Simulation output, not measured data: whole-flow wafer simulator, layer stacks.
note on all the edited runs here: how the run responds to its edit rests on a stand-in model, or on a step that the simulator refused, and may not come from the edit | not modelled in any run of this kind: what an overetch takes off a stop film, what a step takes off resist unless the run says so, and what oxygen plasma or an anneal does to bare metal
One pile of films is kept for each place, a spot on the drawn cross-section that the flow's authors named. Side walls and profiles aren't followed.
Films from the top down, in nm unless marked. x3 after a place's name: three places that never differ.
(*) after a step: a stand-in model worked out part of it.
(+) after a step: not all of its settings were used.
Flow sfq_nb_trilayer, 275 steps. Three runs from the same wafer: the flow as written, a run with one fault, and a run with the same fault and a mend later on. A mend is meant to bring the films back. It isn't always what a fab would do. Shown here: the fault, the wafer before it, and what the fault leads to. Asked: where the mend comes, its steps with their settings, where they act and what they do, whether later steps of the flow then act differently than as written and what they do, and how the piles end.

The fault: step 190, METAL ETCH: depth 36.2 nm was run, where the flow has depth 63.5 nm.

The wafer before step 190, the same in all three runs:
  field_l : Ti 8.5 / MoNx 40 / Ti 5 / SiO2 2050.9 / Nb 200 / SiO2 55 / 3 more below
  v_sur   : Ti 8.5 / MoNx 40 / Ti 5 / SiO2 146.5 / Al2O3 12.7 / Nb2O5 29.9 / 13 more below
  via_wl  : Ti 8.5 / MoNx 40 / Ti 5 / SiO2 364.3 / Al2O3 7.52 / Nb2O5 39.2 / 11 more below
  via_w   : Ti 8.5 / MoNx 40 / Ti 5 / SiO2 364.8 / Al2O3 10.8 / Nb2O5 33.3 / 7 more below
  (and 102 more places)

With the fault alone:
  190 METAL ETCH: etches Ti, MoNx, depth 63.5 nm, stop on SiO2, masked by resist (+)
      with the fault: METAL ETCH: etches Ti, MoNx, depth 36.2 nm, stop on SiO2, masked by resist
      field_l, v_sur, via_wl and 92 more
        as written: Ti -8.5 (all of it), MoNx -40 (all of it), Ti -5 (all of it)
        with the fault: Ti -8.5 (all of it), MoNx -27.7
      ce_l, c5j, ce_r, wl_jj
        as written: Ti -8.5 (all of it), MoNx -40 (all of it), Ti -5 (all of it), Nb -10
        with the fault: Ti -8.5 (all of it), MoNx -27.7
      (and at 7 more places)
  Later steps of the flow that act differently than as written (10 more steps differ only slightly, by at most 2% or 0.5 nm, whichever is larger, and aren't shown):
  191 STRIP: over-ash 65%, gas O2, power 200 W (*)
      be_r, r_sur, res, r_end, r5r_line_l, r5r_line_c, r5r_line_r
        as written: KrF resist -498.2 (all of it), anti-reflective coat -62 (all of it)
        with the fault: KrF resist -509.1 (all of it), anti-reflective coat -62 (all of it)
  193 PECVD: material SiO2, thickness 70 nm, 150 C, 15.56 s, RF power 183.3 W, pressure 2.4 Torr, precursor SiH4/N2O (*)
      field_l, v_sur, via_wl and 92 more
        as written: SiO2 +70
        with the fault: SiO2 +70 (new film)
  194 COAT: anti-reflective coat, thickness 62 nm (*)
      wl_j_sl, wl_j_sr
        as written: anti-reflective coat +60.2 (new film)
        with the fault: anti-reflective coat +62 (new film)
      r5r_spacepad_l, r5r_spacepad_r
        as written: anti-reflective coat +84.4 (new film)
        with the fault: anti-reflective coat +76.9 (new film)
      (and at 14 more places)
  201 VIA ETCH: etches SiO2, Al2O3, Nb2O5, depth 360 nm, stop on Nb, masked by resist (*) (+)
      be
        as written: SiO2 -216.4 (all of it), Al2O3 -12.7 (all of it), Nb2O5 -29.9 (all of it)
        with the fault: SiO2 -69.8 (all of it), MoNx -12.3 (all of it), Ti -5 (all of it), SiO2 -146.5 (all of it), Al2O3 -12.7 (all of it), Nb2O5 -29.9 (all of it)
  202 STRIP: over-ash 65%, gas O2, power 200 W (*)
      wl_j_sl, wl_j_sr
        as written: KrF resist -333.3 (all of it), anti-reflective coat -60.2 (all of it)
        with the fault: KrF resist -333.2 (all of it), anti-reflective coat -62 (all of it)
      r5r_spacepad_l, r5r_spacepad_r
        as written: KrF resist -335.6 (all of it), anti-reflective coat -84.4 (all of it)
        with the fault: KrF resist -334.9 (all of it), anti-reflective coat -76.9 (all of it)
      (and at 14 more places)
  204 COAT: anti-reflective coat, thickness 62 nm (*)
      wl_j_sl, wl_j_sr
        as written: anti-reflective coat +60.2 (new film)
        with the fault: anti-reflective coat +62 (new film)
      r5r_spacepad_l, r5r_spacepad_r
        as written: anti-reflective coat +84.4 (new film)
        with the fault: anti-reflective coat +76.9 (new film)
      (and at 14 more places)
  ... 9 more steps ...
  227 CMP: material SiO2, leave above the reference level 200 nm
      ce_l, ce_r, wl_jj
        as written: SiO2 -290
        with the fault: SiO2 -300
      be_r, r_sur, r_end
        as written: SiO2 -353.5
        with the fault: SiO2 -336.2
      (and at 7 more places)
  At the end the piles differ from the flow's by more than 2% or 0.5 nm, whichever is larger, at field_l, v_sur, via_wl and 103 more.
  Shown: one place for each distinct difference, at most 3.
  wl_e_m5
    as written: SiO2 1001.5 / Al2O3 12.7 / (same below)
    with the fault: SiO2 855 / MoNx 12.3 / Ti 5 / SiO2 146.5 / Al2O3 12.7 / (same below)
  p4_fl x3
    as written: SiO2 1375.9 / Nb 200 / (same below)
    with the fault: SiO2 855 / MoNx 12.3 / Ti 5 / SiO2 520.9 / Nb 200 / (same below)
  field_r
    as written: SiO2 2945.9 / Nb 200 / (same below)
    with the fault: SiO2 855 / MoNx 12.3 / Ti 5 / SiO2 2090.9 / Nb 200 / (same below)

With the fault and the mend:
  The mend comes after step 191.
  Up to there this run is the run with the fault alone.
  191a COAT: anti-reflective coat, thickness 62 nm (*) (the flow's step 183 once more)
      p4_fl x3, p4_w1 x9, p4_g1 x2 and 57 more
        anti-reflective coat +62 (new film)
      field_l, v_sur, via_wl and 9 more
        anti-reflective coat +62.2 (new film)
      be, be_sur, ln_m5, lsp_m
        anti-reflective coat +62.3 (new film)
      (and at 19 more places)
  191b COAT: KrF resist, thickness 600 nm (*) (the flow's step 184 once more)
      p4_fl x3, p4_w1 x9, p4_g1 x2 and 57 more
        KrF resist +600 (new film)
      via_w, via_wr, via_sp, l0v
        KrF resist +600.5 (new film)
      field_l, v_sur, via_wl
        KrF resist +600.4 (new film)
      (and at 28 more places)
  191c SOFTBAKE: KrF resist (the flow's step 185 once more)
      changes no film at any place that is followed
  191d EXPOSE: photomask R5, dose 12.12 mJ/cm2, NA 0.6, wavelength 248 nm (*) (the flow's step 186 once more)
      changes no film at any place that is followed
  191e PEB: KrF resist, 90 s (the flow's step 187 once more)
      field_l, v_sur, via_wl and 78 more
        KrF resist -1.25
      wire, be, be_sur and 13 more
        KrF resist -1.26
      r_end, r5r_line_l, r5r_line_c, r5r_line_r
        KrF resist -1.23
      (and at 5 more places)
  191f DEVELOP: KrF resist, thickness 600 nm, 60 s (the flow's step 188 once more)
      p4_fl x3, p4_w1 x9, p4_g1 x2 and 57 more
        KrF resist -598.7 (all of it)
      be_r, r_sur, res, r_end, r5r_line_l, r5r_line_c, r5r_line_r
        KrF resist -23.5
      v_sur, via_wl, via_w, via_wr
        KrF resist -599.2 (all of it)
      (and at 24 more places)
  191g METAL ETCH: etches anti-reflective coat, depth 125 nm, masked by resist (*) (+) (the flow's step 189 once more)
      p4_fl x3, p4_w1 x9, p4_g1 x2 and 57 more
        anti-reflective coat -62 (all of it)
      field_l, v_sur, via_wl and 9 more
        anti-reflective coat -62.2 (all of it)
      be_r, r_sur, res, r_end, r5r_line_l, r5r_line_c, r5r_line_r
        KrF resist -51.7
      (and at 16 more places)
  191h METAL ETCH: etches Ti, MoNx, depth 27.3 nm, stop on SiO2, masked by resist (+) (the flow's step 190 once more, with other settings)
      field_l, v_sur, via_wl and 92 more
        MoNx -12.3 (all of it), Ti -5 (all of it)
      be_r, r_sur, res, r_end, r5r_line_l, r5r_line_c, r5r_line_r
        KrF resist -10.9
      ce_l, c5j, ce_r, wl_jj
        MoNx -12.3 (all of it), Ti -5 (all of it), Nb -10
  191i STRIP: over-ash 65%, gas O2, power 200 W (*) (the flow's step 191 once more)
      r5r_line_l, r5r_line_c, r5r_line_r
        KrF resist -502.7 (all of it), anti-reflective coat -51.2 (all of it)
      be_r
        KrF resist -497.8 (all of it), anti-reflective coat -55.8 (all of it)
      r_sur
        KrF resist -497.6 (all of it), anti-reflective coat -58.8 (all of it)
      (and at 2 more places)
  No later step of the flow acts differently than as written at any place that is followed.
  At the end the piles are the same as the flow's at every place that both follow.
